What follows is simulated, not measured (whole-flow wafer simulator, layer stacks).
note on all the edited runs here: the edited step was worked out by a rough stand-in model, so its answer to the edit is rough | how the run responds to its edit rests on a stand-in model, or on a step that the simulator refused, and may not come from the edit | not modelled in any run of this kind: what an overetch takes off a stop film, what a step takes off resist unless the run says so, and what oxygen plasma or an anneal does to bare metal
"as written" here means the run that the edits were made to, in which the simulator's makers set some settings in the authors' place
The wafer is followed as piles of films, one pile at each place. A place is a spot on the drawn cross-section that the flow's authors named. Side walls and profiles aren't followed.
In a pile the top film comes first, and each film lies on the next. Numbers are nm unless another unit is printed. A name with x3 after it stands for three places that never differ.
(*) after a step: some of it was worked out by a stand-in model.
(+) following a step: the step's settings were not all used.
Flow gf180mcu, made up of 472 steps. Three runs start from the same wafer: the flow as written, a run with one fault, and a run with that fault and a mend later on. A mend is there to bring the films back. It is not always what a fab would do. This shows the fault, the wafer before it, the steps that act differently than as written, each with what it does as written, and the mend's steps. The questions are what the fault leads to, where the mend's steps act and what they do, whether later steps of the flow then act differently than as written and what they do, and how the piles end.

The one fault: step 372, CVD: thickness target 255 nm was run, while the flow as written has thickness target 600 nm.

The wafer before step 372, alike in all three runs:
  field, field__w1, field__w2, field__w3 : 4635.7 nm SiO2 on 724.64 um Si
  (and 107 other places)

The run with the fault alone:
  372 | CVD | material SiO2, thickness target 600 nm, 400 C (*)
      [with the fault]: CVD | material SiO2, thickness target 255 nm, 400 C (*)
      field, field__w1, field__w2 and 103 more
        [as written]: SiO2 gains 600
        [with the fault]: SiO2 gains 255
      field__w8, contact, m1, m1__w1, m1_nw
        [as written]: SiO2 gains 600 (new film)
        [with the fault]: SiO2 gains 255 (new film)
  Later steps of the flow acting differently than as written (12 more steps, not shown, differ only slightly: by at most 2% or 0.5 nm, whichever is larger):
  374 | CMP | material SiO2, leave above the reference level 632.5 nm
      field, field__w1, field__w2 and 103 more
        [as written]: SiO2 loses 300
        [with the fault]: nothing
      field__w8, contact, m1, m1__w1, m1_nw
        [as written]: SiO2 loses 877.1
        [with the fault]: SiO2 loses 532.1
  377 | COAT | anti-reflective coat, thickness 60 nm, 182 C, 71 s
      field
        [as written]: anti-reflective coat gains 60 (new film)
        [with the fault]: anti-reflective coat gains 77.9 (new film)
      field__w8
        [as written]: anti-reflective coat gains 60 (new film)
        [with the fault]: anti-reflective coat gains 34.8 (new film)
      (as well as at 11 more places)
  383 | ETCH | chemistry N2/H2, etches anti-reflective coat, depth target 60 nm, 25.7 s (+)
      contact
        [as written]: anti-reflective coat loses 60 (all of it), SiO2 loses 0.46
        [with the fault]: anti-reflective coat loses 36.3 (all of it), SiO2 loses 1.07
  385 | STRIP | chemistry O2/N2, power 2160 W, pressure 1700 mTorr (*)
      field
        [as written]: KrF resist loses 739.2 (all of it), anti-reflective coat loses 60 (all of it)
        [with the fault]: KrF resist loses 730.4 (all of it), anti-reflective coat loses 77.9 (all of it)
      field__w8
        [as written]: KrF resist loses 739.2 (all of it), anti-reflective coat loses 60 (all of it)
        [with the fault]: KrF resist loses 734.7 (all of it), anti-reflective coat loses 34.8 (all of it)
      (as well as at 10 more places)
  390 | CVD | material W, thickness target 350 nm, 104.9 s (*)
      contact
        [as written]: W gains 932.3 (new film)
        [with the fault]: W gains 886.9 (new film)
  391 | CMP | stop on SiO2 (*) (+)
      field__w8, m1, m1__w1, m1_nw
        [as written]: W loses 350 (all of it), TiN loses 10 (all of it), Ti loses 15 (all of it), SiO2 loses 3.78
        [with the fault]: W loses 350 (all of it), TiN loses 10 (all of it), Ti loses 15 (all of it), SiO2 loses 5.52
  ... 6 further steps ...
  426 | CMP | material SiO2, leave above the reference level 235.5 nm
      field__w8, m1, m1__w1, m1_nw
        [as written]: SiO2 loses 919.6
        [with the fault]: SiO2 loses 962.9
  By the end, the piles at field__w8, contact, m1, m1__w1, m1_nw depart from the flow's by more than 2% or 0.5 nm, whichever is larger.
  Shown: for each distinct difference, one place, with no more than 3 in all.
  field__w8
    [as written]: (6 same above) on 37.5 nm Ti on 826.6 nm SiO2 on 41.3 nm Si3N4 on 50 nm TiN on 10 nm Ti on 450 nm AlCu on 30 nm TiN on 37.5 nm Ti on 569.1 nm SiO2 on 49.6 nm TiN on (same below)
    [with the fault]: (6 same above) on 37.5 nm Ti on 783.3 nm SiO2 on 41.3 nm Si3N4 on 50 nm TiN on 10 nm Ti on 450 nm AlCu on 30 nm TiN on 37.5 nm Ti on 567.4 nm SiO2 on 49.6 nm TiN on (same below)
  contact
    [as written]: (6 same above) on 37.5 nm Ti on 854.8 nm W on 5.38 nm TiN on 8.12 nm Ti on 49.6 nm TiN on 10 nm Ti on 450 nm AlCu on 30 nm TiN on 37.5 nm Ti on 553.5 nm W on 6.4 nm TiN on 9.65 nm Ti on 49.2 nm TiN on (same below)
    [with the fault]: (6 same above) on 37.5 nm Ti on 854.6 nm W on 5.56 nm TiN on 8.12 nm Ti on 49.6 nm TiN on 10 nm Ti on 450 nm AlCu on 30 nm TiN on 37.5 nm Ti on 508.1 nm W on 6.58 nm TiN on 9.91 nm Ti on 49.2 nm TiN on (same below)

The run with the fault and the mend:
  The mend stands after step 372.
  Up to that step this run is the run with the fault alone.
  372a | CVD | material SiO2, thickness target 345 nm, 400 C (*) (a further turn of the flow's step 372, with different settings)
      field, field__w1, field__w2 and 108 more
        SiO2 gains 345
  Later steps of the flow that are run all act as written at every place that is followed.
  By the end, the piles equal the flow's at every place that both follow.
